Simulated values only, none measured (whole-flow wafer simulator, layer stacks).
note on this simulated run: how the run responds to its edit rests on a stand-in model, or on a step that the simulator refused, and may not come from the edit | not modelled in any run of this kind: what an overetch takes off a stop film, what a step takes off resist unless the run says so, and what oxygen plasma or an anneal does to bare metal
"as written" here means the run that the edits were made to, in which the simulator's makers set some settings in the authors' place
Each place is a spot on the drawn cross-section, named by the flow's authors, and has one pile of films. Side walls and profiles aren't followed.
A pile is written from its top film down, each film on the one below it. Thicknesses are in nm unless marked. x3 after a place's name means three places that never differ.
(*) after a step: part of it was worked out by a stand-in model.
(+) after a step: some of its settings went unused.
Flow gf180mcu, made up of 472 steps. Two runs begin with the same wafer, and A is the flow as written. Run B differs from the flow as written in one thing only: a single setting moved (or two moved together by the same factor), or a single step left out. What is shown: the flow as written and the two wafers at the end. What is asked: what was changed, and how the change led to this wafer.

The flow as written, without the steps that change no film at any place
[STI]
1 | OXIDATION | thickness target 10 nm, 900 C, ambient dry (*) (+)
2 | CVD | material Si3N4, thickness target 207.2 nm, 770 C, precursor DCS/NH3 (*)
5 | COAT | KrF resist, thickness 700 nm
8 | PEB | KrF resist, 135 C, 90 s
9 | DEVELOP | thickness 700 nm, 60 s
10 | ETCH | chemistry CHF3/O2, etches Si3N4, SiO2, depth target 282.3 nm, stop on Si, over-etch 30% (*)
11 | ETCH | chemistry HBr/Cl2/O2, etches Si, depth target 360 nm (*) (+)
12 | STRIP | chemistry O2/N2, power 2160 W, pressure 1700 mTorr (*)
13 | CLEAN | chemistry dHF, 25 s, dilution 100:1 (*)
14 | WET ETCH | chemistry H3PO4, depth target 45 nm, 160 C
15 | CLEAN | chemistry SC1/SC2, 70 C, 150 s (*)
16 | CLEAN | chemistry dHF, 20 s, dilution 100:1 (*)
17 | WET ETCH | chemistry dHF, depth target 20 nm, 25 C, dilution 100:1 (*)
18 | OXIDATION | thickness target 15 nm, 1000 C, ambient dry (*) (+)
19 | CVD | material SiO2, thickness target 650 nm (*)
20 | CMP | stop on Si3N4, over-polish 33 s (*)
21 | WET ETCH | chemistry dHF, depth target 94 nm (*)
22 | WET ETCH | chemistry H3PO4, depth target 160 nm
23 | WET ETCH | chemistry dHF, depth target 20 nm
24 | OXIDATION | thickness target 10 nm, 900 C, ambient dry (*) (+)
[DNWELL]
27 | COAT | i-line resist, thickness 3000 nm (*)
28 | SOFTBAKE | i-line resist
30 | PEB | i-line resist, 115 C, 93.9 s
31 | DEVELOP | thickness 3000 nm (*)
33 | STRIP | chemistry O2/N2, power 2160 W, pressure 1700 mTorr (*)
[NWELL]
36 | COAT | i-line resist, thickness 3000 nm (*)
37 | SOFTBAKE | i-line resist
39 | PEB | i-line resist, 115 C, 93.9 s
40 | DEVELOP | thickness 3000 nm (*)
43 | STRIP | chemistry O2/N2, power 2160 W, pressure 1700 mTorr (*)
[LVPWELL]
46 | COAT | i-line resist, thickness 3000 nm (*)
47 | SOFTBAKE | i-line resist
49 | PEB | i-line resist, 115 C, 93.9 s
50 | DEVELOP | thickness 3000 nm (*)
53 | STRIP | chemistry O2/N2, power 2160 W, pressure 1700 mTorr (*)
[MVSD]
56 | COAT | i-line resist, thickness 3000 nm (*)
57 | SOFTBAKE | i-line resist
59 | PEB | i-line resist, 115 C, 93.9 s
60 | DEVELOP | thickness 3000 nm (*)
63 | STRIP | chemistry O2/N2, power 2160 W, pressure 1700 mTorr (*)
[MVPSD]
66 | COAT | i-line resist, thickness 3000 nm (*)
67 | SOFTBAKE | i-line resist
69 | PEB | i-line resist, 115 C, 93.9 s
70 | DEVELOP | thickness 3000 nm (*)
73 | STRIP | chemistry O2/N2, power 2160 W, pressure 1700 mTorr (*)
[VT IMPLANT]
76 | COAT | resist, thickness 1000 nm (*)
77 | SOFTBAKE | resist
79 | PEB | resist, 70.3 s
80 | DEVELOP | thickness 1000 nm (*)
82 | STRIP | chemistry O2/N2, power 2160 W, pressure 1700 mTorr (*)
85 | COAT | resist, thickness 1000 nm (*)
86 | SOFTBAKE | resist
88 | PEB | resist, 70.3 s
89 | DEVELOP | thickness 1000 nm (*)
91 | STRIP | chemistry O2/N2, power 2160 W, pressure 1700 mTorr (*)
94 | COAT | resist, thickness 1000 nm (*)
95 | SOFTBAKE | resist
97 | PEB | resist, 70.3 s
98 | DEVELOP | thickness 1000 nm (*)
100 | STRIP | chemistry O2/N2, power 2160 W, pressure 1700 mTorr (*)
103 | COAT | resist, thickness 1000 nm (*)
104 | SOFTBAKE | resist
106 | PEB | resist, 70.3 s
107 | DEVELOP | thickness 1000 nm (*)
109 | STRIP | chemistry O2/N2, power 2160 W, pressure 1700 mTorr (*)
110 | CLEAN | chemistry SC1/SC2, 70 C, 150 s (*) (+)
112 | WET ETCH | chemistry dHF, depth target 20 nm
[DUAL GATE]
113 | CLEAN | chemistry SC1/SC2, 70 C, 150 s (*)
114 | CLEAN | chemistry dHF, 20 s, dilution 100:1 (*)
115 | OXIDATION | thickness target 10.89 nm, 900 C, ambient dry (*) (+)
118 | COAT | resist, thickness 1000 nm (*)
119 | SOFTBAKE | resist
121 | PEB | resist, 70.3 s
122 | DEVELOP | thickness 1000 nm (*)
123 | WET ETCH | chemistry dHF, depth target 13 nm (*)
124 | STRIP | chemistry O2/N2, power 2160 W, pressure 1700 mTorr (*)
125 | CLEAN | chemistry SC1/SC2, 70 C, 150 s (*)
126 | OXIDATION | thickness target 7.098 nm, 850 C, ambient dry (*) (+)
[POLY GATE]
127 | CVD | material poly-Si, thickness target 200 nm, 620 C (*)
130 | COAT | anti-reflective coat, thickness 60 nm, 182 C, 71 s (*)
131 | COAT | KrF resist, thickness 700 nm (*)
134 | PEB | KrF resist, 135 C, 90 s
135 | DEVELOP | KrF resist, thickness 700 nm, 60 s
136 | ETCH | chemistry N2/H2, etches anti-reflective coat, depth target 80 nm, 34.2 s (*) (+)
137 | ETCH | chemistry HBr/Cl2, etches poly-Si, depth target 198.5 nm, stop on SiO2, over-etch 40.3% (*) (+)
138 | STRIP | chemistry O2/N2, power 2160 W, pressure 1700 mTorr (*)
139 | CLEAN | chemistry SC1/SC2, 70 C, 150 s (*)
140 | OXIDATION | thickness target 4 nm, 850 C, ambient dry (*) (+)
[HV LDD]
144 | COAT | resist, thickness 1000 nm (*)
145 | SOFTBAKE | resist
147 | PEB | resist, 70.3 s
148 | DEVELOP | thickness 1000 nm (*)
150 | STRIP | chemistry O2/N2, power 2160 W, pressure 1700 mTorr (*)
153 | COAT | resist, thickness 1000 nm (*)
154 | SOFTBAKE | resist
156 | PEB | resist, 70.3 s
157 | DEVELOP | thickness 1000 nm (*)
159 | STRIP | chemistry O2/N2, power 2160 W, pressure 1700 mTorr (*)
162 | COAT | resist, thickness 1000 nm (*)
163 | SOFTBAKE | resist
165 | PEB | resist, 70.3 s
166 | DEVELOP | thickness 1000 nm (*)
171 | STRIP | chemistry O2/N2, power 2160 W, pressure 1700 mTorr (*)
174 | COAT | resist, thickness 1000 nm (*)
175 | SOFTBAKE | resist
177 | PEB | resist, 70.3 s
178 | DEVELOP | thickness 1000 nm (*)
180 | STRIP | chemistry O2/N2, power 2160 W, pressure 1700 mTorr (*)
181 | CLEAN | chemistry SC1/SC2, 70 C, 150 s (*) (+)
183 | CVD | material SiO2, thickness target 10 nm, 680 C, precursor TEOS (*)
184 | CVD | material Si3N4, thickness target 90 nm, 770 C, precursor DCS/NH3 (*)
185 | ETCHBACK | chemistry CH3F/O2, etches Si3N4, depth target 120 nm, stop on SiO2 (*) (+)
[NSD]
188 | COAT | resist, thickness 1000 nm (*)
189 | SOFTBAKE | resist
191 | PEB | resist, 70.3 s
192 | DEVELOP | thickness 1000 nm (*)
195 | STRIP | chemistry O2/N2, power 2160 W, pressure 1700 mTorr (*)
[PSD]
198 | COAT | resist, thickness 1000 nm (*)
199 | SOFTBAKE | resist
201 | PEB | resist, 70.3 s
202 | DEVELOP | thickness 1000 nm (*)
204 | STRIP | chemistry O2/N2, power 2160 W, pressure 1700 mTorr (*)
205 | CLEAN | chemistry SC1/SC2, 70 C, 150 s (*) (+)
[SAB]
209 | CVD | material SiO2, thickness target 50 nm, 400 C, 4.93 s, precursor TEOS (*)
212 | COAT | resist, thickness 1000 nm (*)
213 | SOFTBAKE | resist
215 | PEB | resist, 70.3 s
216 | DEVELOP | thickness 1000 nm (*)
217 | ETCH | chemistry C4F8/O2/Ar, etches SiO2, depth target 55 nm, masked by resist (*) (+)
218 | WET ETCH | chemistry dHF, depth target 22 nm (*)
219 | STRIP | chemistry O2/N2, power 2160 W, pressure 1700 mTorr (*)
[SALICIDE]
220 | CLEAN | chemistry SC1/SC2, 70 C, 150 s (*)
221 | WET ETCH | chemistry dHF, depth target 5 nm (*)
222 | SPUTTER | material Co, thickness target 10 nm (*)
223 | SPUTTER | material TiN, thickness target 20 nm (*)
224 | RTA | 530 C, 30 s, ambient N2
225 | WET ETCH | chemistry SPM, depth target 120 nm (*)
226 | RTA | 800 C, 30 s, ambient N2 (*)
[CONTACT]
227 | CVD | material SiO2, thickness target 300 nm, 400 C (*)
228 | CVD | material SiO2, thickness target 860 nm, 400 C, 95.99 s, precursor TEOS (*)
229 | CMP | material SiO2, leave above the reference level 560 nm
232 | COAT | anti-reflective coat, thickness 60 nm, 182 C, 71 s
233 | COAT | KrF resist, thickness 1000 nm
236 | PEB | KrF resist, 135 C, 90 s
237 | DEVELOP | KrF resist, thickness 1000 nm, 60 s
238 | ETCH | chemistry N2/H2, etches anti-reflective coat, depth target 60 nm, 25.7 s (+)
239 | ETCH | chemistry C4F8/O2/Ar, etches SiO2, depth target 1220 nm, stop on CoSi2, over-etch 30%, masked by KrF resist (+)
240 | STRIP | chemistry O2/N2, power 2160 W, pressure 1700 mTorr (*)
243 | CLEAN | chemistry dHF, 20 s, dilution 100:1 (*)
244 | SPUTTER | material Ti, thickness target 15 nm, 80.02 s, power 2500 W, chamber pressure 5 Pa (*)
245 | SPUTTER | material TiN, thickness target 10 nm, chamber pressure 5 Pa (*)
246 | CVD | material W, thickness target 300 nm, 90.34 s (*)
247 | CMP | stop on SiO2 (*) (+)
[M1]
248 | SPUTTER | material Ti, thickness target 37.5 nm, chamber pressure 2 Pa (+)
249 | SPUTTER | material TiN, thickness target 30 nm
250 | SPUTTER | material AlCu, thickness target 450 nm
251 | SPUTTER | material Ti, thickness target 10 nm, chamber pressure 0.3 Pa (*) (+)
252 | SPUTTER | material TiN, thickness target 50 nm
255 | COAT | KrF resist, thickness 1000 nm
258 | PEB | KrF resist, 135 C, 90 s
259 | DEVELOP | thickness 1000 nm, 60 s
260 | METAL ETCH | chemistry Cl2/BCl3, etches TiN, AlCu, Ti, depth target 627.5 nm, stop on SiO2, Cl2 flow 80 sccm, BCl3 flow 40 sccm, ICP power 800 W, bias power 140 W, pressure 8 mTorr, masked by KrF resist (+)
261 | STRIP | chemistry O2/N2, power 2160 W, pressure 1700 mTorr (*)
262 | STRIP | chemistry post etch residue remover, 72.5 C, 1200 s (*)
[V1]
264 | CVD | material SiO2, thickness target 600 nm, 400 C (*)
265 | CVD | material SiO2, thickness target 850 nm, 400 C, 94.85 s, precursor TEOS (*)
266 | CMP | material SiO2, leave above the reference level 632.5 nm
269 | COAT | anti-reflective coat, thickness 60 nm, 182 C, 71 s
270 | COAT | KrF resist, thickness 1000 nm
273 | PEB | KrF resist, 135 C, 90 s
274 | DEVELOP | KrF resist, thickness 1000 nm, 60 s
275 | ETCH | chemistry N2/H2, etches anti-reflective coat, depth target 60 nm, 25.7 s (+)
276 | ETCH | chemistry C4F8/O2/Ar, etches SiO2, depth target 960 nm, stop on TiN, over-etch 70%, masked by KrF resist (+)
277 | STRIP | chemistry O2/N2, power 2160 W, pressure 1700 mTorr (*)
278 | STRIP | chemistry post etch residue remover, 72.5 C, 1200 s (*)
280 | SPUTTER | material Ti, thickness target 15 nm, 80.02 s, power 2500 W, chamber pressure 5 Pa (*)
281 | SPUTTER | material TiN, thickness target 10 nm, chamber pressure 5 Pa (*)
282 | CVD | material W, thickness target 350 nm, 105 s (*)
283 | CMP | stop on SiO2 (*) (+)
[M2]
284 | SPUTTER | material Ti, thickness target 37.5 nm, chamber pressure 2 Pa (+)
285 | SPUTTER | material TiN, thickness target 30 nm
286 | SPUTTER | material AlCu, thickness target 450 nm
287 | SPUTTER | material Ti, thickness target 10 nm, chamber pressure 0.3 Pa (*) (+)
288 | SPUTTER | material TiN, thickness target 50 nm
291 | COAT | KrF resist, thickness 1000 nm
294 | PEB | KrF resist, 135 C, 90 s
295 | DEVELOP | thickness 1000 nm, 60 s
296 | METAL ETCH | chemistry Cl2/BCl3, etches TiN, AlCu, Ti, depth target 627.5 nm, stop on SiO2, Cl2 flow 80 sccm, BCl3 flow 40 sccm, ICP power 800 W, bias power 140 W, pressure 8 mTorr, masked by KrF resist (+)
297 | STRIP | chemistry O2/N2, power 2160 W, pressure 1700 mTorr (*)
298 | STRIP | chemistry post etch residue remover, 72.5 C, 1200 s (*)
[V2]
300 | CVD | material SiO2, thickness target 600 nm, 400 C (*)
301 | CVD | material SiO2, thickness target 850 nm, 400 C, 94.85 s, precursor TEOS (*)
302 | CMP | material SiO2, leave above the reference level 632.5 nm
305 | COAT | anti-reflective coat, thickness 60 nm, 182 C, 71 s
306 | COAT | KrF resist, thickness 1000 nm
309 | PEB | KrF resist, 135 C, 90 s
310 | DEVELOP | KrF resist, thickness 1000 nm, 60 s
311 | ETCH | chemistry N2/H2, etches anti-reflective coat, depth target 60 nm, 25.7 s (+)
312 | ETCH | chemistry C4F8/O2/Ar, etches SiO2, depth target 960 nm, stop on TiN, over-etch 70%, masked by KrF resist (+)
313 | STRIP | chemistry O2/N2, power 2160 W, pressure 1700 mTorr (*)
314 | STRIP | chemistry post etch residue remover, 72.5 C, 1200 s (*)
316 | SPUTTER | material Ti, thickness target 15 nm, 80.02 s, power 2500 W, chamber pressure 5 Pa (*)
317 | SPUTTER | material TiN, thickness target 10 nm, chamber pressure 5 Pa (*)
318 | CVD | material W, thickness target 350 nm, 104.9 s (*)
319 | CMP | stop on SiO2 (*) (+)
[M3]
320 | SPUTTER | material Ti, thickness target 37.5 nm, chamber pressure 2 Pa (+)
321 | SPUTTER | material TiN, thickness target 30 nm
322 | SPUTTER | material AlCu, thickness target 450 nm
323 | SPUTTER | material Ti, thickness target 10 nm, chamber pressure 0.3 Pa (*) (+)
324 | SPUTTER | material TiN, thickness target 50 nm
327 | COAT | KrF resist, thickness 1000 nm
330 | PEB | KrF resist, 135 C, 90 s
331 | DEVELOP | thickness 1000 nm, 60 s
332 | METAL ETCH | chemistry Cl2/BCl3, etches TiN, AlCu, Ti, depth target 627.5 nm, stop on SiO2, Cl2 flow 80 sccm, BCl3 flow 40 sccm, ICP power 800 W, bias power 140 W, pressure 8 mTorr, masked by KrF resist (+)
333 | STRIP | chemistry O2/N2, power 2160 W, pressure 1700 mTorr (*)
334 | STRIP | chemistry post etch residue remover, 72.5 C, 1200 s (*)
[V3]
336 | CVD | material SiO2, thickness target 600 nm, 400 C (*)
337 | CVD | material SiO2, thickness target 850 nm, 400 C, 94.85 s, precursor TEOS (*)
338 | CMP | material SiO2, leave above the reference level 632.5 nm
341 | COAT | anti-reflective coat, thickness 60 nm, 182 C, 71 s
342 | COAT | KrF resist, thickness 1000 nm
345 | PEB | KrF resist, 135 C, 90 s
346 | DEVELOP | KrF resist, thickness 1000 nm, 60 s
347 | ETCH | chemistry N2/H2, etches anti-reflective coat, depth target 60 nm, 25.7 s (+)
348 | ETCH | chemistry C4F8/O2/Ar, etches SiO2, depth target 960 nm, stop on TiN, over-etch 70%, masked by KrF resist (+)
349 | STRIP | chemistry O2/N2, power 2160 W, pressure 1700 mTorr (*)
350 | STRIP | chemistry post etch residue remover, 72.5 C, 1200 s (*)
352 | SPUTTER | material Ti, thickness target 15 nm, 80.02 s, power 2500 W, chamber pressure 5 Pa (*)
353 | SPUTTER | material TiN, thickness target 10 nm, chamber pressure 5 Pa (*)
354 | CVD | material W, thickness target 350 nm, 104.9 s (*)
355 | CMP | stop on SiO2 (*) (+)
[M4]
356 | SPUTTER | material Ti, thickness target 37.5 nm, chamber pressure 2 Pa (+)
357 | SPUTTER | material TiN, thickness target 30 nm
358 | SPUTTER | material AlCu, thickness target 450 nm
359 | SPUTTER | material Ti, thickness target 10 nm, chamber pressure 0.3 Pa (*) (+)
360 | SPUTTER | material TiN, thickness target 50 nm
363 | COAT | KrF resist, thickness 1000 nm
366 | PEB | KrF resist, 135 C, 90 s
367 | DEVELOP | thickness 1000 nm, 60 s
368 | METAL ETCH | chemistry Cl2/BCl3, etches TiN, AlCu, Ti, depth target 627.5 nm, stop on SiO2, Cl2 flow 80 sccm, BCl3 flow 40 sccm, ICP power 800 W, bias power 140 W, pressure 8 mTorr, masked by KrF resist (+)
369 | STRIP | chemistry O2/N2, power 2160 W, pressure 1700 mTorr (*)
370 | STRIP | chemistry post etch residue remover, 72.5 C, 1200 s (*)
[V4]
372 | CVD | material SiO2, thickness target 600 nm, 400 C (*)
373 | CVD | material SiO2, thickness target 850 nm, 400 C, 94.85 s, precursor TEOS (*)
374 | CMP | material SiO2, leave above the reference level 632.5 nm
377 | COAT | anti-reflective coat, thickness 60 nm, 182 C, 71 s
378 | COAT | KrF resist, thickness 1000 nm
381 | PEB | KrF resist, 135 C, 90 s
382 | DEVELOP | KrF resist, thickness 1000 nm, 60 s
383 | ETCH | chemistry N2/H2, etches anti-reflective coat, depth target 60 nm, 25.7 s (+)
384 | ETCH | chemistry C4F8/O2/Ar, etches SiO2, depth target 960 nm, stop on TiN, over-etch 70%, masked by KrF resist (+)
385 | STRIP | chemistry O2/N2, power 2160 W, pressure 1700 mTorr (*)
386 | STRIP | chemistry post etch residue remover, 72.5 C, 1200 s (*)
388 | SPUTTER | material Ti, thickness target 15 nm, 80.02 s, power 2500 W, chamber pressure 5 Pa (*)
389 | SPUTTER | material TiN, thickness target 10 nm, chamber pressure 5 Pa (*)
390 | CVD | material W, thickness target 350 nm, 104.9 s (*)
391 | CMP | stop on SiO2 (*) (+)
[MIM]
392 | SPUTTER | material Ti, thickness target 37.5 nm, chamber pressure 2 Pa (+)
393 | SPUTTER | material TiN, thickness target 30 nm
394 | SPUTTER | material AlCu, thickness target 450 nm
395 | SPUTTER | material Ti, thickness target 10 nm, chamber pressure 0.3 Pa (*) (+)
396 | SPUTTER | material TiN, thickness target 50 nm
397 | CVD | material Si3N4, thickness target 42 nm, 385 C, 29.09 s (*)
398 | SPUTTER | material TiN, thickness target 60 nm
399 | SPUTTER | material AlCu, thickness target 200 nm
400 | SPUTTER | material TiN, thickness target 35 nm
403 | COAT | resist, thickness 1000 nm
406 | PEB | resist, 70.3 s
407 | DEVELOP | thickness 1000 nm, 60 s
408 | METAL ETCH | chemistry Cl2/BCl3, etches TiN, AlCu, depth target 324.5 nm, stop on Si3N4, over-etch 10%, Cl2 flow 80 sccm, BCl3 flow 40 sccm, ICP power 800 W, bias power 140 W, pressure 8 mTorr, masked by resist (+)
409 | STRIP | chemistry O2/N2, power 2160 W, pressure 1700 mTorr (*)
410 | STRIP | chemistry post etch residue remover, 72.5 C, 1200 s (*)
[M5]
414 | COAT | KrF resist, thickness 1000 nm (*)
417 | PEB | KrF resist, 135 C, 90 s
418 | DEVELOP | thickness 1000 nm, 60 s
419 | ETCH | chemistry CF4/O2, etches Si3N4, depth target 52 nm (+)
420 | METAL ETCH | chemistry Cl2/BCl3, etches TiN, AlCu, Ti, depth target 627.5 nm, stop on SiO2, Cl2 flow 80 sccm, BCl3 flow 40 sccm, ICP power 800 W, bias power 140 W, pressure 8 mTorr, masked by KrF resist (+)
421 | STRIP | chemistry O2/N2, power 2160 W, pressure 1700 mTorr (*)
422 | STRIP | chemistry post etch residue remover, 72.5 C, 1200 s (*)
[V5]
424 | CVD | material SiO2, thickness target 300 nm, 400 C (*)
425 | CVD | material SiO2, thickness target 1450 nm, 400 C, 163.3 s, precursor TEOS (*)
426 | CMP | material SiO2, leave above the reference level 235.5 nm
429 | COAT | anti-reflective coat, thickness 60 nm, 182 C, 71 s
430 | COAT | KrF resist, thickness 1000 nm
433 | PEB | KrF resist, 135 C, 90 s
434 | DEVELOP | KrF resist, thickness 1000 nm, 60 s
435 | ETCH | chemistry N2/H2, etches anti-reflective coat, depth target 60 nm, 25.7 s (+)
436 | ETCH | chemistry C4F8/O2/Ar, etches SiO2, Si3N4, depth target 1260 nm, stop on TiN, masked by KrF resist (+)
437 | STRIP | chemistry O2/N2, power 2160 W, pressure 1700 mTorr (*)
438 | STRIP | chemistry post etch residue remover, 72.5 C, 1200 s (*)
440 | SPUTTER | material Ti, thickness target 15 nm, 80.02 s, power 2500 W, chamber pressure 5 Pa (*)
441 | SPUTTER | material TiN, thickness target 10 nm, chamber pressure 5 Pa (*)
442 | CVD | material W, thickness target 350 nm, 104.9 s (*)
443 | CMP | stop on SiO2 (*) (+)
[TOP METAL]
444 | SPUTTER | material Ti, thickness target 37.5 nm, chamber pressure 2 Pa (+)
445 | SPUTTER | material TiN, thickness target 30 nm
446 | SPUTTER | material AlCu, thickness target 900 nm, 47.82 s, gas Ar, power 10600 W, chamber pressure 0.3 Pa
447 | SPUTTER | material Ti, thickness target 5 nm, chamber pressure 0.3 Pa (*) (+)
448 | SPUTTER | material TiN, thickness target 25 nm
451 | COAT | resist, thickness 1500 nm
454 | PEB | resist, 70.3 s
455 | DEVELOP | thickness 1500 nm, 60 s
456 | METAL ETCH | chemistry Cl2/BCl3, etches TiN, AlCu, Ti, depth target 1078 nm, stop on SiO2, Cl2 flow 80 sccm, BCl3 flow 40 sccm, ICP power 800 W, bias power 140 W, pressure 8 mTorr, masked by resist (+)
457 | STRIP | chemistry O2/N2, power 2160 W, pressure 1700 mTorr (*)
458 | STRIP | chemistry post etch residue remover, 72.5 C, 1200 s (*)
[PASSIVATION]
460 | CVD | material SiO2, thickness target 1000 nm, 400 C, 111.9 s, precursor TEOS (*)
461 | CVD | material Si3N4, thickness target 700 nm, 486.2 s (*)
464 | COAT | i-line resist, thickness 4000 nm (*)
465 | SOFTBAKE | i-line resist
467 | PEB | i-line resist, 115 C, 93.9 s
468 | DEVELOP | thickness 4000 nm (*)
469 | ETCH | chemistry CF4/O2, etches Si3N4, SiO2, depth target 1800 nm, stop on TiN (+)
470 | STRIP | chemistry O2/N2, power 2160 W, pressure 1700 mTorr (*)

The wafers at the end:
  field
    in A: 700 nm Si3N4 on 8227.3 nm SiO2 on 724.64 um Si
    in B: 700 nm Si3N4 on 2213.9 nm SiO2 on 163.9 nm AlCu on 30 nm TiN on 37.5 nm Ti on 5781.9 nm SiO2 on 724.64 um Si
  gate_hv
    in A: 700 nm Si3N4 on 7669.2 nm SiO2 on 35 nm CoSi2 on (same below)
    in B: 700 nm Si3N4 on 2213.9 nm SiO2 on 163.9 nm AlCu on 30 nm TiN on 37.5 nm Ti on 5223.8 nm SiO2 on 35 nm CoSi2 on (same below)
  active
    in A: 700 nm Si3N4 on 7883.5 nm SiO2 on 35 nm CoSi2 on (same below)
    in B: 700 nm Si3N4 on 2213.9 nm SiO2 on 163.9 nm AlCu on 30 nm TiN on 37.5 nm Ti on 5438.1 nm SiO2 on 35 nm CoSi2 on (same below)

Cause: step 420, METAL ETCH: depth target 338.9 nm was run, whereas the flow has depth target 627.5 nm.

How this came from the change, step by step:
  420 | METAL ETCH | chemistry Cl2/BCl3, etches TiN, AlCu, Ti, depth target 627.5 nm, stop on SiO2, Cl2 flow 80 sccm, BCl3 flow 40 sccm, ICP power 800 W, bias power 140 W, pressure 8 mTorr, masked by KrF resist (+)
      field, field__w1, field__w2 and 101 more: A TiN loses 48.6 (all of it), Ti loses 10 (all of it), AlCu loses 450 (all of it), TiN loses 30 (all of it), Ti loses 37.5 (all of it) | B TiN loses 48.6 (all of it), Ti loses 10 (all of it), AlCu loses 280.3
      field__w4, field__w8, contact, m1, m1__w1, mim, mim_1p0, m1_nw: A KrF resist loses 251 | B KrF resist loses 135.6
  421 | STRIP | chemistry O2/N2, power 2160 W, pressure 1700 mTorr (*)
      field__w8, m1__w1: A KrF resist loses 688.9 (all of it) | B KrF resist loses 804.3 (all of it)
      field__w4: A KrF resist loses 731.6 (all of it) | B KrF resist loses 847.1 (all of it)
      (as well as at 5 more places)
  422 | STRIP | chemistry post etch residue remover, 72.5 C, 1200 s (*)
      field, field__w1, field__w2 and 101 more: A nothing | B AlCu loses 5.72
  424 | CVD | material SiO2, thickness target 300 nm, 400 C (*)
      field, field__w1, field__w2 and 101 more: A SiO2 gains 300 | B SiO2 gains 300 (new film)
  426 | CMP | material SiO2, leave above the reference level 235.5 nm
      field, field__w1, field__w5 and 92 more: A SiO2 loses 300.8 | B SiO2 loses 532.3
      field__w2, field__w3, field__w12 and 6 more: A SiO2 loses 272.7 | B SiO2 loses 514.6
If metal films that touch count as one body, field has 1 body; the flow as written gives 0 bodies.
If metal films that touch count as one body, gate_hv has 2 bodies (between them, from the top down: SiO2 5223.8); the flow as written gives 1 body.
If metal films that touch count as one body, active has 2 bodies (between them, from the top down: SiO2 5438.1); the flow as written gives 1 body.
